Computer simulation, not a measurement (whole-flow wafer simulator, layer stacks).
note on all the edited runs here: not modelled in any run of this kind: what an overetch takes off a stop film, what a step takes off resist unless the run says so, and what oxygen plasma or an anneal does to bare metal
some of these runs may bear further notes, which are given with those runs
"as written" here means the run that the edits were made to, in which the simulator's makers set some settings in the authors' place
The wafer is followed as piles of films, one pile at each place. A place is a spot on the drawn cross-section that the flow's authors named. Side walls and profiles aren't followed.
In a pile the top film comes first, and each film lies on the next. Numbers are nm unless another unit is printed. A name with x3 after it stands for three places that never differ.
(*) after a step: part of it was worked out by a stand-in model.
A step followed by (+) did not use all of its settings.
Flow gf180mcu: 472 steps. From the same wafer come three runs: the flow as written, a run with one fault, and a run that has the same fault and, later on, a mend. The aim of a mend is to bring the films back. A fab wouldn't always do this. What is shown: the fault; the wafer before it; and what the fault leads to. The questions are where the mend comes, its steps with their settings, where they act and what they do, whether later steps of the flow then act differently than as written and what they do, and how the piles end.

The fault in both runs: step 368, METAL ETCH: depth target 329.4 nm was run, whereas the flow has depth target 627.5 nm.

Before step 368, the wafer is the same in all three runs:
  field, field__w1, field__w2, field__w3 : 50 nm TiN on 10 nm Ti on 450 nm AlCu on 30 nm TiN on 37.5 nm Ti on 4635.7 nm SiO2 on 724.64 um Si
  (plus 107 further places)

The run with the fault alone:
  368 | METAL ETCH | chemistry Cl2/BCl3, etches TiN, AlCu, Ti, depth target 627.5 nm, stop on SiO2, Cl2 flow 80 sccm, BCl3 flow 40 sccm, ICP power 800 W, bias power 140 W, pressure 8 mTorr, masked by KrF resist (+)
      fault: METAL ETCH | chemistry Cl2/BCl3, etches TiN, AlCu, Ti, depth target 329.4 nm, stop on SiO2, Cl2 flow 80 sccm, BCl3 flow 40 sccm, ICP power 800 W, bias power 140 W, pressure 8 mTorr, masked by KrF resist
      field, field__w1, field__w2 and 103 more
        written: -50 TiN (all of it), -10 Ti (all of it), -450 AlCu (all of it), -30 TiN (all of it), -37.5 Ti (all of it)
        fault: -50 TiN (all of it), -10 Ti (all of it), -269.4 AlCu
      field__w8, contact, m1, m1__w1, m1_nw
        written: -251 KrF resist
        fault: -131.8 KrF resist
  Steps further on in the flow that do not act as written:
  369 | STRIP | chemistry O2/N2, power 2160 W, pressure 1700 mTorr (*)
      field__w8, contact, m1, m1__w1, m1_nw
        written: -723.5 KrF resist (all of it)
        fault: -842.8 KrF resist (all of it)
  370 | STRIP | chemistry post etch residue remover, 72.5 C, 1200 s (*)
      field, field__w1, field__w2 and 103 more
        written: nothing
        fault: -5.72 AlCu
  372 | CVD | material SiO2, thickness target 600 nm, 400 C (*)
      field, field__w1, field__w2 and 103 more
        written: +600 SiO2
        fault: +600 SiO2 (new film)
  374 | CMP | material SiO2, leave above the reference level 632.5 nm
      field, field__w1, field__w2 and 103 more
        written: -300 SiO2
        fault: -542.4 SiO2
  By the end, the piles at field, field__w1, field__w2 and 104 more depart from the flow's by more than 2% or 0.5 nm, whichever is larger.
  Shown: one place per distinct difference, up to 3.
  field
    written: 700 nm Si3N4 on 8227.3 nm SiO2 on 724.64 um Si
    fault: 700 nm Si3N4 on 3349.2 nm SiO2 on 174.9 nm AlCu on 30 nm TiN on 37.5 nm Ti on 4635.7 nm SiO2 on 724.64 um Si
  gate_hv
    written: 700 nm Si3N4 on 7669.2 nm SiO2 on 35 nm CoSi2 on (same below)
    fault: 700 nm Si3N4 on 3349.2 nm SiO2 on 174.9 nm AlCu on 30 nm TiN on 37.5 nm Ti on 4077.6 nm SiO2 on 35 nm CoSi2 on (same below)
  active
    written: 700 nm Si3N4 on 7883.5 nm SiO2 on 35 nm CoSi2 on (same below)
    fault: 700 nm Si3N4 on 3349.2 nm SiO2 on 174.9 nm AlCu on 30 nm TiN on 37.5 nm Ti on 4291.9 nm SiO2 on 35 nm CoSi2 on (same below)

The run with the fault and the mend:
  The mend follows step 368.
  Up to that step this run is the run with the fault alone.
  368a | METAL ETCH | chemistry Cl2/BCl3, etches TiN, AlCu, Ti, depth target 298.1 nm, stop on SiO2, Cl2 flow 80 sccm, BCl3 flow 40 sccm, ICP power 800 W, bias power 140 W, pressure 8 mTorr, masked by KrF resist (+) (the flow's step 368 again, with other settings)
      field, field__w1, field__w2 and 103 more
        -180.6 AlCu (all of it), -30 TiN (all of it), -37.5 Ti (all of it)
      field__w8, contact, m1, m1__w1, m1_nw
        -119.2 KrF resist
  Every later step of the flow that is run acts as written at every place that is followed.
  By the end, the piles equal the flow's at every place that both follow.
